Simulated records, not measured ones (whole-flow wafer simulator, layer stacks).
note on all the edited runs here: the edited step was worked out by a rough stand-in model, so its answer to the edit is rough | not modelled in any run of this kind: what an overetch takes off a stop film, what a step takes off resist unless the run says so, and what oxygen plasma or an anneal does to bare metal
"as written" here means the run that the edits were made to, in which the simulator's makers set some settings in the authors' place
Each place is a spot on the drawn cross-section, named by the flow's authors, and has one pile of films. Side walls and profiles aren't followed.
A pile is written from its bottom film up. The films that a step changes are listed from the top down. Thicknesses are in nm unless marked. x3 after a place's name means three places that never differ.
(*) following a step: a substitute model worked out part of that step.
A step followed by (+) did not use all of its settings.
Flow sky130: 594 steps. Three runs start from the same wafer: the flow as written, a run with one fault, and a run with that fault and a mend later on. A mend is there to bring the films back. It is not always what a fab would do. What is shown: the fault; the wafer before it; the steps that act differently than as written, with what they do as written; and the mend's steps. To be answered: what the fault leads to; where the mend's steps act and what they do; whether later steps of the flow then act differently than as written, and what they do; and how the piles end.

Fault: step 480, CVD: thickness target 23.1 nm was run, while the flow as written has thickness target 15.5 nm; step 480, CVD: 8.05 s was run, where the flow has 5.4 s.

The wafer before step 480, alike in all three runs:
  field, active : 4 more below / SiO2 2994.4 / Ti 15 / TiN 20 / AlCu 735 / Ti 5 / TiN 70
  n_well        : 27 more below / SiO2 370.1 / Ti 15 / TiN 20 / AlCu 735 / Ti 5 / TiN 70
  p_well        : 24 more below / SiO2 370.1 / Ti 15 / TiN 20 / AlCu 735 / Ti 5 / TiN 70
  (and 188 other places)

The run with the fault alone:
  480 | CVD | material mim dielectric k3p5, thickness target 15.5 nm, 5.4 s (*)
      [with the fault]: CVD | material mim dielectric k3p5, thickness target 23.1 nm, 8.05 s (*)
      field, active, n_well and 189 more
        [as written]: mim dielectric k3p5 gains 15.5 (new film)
        [with the fault]: mim dielectric k3p5 gains 23.1 (new film)
  Later steps of the flow acting differently than as written (not shown: 6 more steps that differ only slightly, by at most 2% or 0.5 nm, whichever is larger):
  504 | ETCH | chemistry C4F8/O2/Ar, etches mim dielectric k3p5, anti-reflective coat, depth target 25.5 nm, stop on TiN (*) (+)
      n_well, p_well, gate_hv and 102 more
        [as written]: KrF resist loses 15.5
        [with the fault]: KrF resist loses 17
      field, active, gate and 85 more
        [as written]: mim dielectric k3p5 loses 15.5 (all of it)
        [with the fault]: mim dielectric k3p5 loses 23.1 (all of it)
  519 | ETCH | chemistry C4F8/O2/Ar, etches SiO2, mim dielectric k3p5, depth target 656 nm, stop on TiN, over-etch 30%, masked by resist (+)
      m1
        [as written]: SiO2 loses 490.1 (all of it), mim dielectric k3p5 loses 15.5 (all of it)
        [with the fault]: SiO2 loses 482.5 (all of it), mim dielectric k3p5 loses 23.1 (all of it)
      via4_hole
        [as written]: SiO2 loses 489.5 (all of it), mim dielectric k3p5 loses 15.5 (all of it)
        [with the fault]: SiO2 loses 481.9 (all of it), mim dielectric k3p5 loses 23.1 (all of it)
  The piles end different from the flow's at n_well, p_well, gate_hv and 100 more by more than 2% or 0.5 nm, whichever is larger.
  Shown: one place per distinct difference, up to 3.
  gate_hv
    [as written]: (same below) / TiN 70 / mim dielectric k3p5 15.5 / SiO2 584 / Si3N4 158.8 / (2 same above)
    [with the fault]: (same below) / TiN 70 / mim dielectric k3p5 23.1 / SiO2 576.4 / Si3N4 158.8 / (2 same above)
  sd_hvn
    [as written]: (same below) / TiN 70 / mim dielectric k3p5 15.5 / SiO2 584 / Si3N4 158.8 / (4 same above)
    [with the fault]: (same below) / TiN 70 / mim dielectric k3p5 23.1 / SiO2 576.4 / Si3N4 158.8 / (4 same above)
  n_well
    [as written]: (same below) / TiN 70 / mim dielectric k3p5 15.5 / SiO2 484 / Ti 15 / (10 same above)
    [with the fault]: (same below) / TiN 70 / mim dielectric k3p5 23.1 / SiO2 476.4 / Ti 15 / (10 same above)

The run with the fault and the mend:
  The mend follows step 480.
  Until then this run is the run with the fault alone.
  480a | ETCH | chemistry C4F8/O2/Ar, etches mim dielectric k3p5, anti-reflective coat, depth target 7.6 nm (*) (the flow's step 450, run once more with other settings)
      field, active, n_well and 189 more
        mim dielectric k3p5 loses 7.6
  Later steps of the flow that are run all act as written at every place that is followed.
  The piles end the same as the flow's at every place that both follow.
